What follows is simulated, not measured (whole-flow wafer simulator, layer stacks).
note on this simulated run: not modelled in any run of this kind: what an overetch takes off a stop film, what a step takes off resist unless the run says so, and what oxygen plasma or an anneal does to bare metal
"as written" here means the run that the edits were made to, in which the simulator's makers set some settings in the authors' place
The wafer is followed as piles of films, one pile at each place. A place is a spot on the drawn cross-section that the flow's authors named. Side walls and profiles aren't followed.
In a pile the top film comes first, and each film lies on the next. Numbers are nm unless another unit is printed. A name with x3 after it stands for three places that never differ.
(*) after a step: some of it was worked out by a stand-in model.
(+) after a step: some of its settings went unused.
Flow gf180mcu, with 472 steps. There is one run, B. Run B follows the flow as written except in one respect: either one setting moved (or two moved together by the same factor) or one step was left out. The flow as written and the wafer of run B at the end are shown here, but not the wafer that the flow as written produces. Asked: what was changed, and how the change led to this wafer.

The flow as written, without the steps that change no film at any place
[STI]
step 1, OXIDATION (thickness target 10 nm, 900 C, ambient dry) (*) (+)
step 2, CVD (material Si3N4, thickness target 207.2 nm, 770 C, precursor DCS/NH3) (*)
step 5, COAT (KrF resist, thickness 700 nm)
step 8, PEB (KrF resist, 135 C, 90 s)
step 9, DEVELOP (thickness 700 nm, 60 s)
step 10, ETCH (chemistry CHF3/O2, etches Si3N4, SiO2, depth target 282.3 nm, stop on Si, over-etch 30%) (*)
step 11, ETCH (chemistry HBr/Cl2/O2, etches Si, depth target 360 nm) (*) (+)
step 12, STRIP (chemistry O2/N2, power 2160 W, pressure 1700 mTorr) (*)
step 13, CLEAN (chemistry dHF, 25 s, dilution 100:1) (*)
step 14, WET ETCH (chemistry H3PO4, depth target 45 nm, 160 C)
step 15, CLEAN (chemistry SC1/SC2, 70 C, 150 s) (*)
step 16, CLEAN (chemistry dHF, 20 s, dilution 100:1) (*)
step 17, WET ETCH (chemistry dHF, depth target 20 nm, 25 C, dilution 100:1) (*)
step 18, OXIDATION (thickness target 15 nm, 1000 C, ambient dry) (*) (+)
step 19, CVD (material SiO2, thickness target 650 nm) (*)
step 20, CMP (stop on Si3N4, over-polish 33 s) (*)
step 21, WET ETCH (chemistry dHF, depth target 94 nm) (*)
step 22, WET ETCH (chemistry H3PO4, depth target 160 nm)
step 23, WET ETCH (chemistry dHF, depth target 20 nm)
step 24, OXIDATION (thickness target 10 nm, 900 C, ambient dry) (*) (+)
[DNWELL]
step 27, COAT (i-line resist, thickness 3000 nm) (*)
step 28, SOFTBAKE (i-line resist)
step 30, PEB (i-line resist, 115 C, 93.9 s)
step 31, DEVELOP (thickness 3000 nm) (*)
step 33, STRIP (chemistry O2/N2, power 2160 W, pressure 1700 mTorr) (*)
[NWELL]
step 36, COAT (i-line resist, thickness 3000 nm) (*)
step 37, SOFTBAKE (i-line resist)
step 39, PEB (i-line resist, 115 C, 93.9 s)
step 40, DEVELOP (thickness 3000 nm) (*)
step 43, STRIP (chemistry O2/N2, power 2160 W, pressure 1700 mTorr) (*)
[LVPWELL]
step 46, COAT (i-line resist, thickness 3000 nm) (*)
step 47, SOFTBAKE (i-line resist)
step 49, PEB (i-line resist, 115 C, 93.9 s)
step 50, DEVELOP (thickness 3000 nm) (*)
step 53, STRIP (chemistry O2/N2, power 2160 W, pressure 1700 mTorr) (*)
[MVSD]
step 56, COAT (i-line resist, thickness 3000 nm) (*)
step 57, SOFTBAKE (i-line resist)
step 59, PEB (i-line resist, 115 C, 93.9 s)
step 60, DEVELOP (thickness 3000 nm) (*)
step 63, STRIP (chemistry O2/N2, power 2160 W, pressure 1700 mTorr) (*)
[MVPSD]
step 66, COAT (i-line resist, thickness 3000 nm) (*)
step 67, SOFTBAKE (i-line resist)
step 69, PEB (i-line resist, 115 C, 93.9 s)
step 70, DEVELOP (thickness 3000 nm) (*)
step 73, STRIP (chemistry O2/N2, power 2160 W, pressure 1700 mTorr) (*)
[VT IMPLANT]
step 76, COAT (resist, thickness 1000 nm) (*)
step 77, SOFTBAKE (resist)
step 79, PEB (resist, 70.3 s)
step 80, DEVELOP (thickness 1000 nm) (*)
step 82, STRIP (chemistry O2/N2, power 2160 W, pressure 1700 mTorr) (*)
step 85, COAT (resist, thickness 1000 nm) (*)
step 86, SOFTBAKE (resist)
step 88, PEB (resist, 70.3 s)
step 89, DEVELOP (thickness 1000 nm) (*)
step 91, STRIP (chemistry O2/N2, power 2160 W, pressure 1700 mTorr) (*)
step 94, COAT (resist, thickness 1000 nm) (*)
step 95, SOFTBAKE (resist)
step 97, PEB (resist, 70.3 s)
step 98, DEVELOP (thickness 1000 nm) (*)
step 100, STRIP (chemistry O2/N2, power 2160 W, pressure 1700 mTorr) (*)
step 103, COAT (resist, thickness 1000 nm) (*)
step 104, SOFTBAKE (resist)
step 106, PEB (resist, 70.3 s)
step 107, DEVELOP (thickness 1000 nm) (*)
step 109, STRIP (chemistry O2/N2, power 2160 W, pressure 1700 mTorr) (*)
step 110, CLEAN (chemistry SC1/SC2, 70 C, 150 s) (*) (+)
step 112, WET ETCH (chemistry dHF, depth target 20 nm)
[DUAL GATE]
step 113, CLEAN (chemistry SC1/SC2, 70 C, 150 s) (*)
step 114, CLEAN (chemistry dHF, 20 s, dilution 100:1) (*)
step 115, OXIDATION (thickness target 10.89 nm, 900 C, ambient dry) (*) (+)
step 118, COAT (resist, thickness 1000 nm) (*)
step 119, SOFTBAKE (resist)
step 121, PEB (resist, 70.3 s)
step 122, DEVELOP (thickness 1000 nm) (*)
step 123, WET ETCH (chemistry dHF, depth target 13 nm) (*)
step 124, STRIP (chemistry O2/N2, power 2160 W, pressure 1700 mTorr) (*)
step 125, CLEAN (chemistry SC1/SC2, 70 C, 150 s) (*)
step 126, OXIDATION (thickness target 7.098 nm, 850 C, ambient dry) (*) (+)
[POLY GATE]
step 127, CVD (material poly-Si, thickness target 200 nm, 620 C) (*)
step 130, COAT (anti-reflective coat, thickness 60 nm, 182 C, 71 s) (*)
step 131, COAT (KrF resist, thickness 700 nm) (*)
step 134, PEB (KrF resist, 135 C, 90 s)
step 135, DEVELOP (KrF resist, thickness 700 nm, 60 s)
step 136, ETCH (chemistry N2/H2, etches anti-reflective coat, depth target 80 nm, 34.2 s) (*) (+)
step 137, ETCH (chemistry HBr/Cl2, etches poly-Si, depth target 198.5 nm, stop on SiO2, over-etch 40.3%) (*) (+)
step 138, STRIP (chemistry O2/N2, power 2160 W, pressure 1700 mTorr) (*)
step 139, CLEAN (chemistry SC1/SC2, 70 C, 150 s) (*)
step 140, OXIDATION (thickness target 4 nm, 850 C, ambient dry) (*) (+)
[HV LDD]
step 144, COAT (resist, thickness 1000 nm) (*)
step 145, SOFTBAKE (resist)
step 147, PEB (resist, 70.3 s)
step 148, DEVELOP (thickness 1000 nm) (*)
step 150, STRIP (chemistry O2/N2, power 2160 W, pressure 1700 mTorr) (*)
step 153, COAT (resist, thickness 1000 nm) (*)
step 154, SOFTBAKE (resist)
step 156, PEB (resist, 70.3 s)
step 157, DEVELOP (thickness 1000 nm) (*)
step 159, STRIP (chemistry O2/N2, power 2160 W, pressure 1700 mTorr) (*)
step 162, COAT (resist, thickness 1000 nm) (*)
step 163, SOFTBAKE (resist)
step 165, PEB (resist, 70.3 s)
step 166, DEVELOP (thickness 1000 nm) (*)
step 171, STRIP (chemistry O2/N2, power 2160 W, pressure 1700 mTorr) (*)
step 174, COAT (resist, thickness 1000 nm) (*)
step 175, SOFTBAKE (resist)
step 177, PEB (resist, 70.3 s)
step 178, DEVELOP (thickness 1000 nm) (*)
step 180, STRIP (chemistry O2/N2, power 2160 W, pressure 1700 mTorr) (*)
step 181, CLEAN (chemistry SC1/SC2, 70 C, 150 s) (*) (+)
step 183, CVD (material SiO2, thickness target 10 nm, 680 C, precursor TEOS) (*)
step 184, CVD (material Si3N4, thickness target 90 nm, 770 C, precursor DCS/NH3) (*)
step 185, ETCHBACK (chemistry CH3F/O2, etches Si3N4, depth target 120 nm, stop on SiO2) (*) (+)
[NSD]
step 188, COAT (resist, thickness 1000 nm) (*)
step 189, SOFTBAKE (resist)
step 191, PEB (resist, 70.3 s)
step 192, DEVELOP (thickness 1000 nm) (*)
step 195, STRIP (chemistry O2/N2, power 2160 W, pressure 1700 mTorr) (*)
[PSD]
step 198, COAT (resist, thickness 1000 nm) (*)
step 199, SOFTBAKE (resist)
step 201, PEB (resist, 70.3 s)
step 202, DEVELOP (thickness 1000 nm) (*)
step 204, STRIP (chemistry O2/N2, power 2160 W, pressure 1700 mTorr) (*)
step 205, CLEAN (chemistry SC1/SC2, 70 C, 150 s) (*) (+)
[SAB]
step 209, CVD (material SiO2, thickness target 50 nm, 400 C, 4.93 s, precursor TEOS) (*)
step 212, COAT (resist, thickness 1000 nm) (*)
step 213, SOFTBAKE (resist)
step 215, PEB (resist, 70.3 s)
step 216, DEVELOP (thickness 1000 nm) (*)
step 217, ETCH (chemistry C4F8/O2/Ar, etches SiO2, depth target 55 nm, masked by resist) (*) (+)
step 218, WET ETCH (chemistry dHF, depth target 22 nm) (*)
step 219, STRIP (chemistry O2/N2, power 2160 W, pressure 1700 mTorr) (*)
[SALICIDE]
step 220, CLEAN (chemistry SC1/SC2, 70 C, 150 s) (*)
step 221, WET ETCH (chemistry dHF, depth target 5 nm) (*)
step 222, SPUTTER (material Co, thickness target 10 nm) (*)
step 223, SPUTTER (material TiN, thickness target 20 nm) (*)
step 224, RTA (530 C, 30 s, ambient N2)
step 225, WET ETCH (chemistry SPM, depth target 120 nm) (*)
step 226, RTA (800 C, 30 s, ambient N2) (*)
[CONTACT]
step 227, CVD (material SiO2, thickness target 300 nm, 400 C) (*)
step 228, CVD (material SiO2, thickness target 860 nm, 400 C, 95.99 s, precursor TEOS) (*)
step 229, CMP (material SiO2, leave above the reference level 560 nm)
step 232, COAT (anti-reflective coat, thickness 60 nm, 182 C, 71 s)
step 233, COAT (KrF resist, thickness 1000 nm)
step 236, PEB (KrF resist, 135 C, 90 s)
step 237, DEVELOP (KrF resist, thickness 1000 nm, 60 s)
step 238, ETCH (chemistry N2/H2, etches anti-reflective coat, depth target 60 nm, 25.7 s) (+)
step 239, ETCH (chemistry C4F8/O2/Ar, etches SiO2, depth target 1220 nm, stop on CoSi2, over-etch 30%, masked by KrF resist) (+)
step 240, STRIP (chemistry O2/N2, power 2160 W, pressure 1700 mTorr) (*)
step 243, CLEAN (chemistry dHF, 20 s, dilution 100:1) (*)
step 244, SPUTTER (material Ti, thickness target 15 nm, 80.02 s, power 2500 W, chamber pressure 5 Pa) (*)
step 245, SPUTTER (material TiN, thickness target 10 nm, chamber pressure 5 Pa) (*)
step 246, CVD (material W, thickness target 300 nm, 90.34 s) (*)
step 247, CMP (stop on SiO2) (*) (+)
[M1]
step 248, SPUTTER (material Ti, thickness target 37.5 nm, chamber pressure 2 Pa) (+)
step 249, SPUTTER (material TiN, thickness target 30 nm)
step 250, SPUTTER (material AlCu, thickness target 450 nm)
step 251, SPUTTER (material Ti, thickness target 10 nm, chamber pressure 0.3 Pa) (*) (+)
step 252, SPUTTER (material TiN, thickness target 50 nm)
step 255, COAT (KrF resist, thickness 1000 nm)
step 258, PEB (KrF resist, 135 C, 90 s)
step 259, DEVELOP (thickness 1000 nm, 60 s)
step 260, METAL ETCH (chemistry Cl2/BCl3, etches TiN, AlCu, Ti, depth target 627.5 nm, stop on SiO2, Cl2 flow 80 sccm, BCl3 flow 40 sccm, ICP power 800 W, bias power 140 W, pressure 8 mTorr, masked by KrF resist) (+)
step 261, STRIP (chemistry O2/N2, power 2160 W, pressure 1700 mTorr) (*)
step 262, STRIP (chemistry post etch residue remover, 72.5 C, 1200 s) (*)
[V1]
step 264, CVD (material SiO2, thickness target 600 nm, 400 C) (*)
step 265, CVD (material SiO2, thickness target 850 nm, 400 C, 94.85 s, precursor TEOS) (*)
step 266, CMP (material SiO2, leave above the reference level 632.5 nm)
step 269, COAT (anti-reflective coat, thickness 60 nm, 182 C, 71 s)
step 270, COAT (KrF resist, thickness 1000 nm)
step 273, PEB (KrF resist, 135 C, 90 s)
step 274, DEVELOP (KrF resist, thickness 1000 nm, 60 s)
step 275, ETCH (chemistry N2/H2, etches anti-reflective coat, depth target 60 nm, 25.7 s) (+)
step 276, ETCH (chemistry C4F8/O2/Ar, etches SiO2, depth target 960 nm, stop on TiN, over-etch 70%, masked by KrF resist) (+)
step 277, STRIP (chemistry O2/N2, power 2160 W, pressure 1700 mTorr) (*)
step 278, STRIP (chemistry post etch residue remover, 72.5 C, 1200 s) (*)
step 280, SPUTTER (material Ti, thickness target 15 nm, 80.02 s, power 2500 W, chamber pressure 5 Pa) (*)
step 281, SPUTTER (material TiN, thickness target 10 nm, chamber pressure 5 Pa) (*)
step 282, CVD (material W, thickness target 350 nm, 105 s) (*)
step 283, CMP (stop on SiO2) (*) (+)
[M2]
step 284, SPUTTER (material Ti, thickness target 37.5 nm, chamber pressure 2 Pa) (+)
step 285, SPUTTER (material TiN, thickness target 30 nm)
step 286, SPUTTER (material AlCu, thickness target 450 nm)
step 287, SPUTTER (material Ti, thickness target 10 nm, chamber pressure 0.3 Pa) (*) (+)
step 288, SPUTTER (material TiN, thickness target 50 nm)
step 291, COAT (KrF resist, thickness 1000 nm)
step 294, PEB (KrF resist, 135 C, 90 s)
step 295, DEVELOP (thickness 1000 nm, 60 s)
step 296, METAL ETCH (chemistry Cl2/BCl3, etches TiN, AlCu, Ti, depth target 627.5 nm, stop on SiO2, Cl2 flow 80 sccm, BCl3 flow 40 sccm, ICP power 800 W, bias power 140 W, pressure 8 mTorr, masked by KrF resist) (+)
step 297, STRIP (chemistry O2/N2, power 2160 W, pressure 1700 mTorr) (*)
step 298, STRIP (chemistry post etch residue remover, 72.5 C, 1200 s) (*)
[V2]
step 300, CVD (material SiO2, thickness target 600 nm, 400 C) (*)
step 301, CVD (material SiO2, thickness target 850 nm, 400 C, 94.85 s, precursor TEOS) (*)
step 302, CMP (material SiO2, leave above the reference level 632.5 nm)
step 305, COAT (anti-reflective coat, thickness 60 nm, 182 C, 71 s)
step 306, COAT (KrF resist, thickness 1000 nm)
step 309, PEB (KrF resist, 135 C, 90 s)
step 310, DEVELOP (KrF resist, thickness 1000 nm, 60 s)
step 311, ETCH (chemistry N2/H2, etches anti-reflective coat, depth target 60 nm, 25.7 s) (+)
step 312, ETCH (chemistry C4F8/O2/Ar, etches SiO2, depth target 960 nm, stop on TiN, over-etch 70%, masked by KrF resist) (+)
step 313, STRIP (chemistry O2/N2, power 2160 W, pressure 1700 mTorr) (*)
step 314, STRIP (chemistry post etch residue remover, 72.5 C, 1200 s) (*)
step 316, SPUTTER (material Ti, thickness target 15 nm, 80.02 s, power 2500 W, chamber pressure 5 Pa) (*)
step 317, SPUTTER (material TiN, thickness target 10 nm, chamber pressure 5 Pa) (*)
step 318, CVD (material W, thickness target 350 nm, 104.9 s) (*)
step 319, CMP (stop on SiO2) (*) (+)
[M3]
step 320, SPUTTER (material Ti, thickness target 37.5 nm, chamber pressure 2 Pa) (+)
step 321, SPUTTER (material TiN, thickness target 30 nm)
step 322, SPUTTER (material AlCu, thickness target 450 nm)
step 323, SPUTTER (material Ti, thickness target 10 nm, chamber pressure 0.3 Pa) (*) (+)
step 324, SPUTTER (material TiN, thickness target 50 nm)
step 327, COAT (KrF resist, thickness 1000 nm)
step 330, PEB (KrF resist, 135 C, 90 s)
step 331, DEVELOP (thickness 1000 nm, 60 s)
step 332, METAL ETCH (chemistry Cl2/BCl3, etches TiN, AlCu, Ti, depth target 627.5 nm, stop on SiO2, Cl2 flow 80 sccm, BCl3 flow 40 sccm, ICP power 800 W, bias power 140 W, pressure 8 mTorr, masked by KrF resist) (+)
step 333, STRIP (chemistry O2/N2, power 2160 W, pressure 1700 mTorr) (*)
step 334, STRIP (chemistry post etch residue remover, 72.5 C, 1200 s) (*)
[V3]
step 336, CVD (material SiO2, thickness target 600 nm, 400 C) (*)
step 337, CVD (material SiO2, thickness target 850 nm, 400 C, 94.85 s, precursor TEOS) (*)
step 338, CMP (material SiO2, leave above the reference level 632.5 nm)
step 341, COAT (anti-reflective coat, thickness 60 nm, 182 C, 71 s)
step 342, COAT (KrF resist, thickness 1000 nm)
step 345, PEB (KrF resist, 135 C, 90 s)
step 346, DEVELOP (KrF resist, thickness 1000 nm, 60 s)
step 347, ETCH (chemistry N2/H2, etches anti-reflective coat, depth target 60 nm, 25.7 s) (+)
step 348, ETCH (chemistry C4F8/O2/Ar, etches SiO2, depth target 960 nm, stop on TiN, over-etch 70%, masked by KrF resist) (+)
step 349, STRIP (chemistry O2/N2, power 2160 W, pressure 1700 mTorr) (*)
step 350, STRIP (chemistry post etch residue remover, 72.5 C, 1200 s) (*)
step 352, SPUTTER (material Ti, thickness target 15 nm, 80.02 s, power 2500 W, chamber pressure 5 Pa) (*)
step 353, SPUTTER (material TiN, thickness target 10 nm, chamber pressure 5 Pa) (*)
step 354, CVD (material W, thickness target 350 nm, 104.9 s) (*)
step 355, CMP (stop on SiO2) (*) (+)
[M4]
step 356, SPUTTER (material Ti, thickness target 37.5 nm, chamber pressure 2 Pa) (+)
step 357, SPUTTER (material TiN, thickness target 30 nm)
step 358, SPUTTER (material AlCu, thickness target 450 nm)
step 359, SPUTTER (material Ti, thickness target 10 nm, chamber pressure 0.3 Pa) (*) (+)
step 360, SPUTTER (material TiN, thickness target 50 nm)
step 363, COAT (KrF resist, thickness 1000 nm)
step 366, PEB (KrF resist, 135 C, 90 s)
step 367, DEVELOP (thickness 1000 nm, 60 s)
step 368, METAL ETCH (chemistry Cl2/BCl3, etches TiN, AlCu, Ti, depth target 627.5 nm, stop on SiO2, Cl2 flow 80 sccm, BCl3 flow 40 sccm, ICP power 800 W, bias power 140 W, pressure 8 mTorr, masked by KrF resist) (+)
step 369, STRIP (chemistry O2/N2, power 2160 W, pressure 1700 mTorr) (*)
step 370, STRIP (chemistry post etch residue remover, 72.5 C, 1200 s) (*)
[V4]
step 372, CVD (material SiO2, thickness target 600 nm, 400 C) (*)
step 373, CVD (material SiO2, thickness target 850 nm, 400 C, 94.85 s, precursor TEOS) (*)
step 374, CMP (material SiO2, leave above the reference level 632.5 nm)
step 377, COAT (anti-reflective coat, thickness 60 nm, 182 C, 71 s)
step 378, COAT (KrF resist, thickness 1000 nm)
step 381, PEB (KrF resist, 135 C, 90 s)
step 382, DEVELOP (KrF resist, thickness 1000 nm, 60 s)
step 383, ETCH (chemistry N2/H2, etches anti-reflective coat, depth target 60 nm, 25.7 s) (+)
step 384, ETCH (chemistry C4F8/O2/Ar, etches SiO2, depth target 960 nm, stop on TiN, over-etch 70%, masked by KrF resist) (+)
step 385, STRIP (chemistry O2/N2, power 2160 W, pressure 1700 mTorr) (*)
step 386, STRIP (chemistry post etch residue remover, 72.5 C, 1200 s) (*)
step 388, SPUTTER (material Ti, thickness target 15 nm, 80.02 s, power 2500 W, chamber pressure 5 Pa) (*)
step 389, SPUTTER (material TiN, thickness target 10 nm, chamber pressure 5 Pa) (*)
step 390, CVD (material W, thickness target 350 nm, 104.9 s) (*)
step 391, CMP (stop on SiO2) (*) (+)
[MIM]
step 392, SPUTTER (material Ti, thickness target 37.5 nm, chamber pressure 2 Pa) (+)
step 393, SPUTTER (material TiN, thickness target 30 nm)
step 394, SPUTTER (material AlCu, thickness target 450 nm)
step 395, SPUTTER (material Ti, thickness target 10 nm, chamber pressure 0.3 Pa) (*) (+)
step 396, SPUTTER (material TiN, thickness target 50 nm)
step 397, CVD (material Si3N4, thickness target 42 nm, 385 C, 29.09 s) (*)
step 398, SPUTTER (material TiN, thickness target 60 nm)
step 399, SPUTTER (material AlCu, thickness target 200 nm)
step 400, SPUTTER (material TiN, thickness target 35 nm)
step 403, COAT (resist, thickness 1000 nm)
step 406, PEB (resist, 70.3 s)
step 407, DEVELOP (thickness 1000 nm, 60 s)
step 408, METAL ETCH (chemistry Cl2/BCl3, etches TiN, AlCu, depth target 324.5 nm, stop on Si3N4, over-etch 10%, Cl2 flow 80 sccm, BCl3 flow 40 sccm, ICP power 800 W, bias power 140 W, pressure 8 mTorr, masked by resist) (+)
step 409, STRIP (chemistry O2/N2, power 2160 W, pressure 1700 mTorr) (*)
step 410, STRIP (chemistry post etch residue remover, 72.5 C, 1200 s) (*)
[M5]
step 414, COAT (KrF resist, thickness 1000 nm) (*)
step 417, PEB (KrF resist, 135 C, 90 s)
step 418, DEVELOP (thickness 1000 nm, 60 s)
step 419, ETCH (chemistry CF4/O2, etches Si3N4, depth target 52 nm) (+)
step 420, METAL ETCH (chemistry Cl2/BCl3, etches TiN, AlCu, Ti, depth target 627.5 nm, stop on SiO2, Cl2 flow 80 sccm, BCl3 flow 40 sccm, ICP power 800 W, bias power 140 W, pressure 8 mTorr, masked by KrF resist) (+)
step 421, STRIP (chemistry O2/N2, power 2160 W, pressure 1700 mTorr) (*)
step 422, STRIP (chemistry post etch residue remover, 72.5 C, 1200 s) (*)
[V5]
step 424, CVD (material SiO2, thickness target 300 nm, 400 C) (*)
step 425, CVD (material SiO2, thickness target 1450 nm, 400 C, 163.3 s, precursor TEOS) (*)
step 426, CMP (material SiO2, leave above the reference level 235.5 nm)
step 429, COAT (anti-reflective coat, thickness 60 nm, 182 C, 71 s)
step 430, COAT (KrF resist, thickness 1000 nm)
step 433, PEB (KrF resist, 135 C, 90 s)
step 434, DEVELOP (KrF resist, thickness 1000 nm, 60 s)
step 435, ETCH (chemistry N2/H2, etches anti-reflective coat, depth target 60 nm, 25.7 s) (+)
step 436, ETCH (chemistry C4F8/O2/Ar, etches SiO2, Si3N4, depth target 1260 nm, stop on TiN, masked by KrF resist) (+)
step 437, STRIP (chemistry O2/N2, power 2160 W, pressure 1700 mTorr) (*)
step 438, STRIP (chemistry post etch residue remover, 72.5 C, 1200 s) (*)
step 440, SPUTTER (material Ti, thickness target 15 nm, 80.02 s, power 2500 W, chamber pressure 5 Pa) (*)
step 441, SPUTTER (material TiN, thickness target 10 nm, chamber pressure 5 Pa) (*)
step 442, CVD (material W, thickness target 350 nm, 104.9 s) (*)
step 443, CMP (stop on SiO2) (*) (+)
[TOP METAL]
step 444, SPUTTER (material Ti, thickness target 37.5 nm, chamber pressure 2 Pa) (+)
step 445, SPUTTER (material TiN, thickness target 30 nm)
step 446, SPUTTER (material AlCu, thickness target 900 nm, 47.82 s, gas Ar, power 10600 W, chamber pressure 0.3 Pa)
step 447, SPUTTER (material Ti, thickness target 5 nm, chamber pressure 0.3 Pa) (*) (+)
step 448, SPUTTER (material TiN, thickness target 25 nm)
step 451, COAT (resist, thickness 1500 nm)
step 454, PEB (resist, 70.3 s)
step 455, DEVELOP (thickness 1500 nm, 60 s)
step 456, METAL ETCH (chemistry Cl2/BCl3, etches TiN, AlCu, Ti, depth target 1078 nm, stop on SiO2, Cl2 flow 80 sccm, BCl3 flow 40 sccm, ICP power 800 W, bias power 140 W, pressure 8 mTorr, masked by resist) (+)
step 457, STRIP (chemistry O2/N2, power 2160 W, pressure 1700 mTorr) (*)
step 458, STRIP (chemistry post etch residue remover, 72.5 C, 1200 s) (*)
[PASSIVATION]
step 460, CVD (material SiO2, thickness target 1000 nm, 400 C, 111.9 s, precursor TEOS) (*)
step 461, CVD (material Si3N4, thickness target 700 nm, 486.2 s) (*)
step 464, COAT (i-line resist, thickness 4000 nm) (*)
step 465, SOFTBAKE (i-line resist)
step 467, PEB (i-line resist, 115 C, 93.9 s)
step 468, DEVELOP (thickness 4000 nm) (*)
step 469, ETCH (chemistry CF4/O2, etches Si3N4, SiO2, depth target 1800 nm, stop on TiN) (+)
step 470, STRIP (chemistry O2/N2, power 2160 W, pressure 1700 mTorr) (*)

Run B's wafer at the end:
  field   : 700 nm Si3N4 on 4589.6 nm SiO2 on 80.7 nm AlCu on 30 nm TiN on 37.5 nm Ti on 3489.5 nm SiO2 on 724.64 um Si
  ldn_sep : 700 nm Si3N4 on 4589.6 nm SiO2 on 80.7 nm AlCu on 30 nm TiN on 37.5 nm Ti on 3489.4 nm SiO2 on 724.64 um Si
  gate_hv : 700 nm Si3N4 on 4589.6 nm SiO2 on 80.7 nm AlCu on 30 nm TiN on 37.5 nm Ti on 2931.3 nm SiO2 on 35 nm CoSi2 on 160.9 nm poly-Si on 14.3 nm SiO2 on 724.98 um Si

The reason: step 332, METAL ETCH: depth target 423.6 nm was run, whereas the flow has depth target 627.5 nm.

How this came from the change, step by step:
  step 332, METAL ETCH (chemistry Cl2/BCl3, etches TiN, AlCu, Ti, depth target 627.5 nm, stop on SiO2, Cl2 flow 80 sccm, BCl3 flow 40 sccm, ICP power 800 W, bias power 140 W, pressure 8 mTorr, masked by KrF resist) (+)
      field, field__w1, field__w2 and 103 more: TiN loses 50 (all of it), Ti loses 10 (all of it), AlCu loses 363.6 (it would be, as written: TiN loses 50 (all of it), Ti loses 10 (all of it), AlCu loses 450 (all of it), TiN loses 30 (all of it), Ti loses 37.5 (all of it))
      field__w8, contact, m1, m1__w1, m1_nw: KrF resist loses 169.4 (it would be, as written: KrF resist loses 251)
  step 333, STRIP (chemistry O2/N2, power 2160 W, pressure 1700 mTorr) (*)
      field__w8, contact, m1, m1__w1, m1_nw: KrF resist loses 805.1 (all of it) (it would be, as written: KrF resist loses 723.5 (all of it))
  step 334, STRIP (chemistry post etch residue remover, 72.5 C, 1200 s) (*)
      field, field__w1, field__w2 and 103 more: AlCu loses 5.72 (it would be, as written: nothing)
  step 336, CVD (material SiO2, thickness target 600 nm, 400 C) (*)
      field, field__w1, field__w2 and 103 more: SiO2 gains 600 (new film) (it would be, as written: SiO2 gains 600)
  step 338, CMP (material SiO2, leave above the reference level 632.5 nm)
      field, field__w1, field__w2 and 103 more: SiO2 loses 448.2 (it would be, as written: SiO2 loses 300)
Taking metal films that touch as one body, field has 1 body; the flow as written gives 0 bodies.
Taking metal films that touch as one body, ldn_sep has 1 body; the flow as written gives 0 bodies.
Taking metal films that touch as one body, gate_hv has 2 bodies (between them, from the top down: SiO2 2931.3); the flow as written gives 1 body.
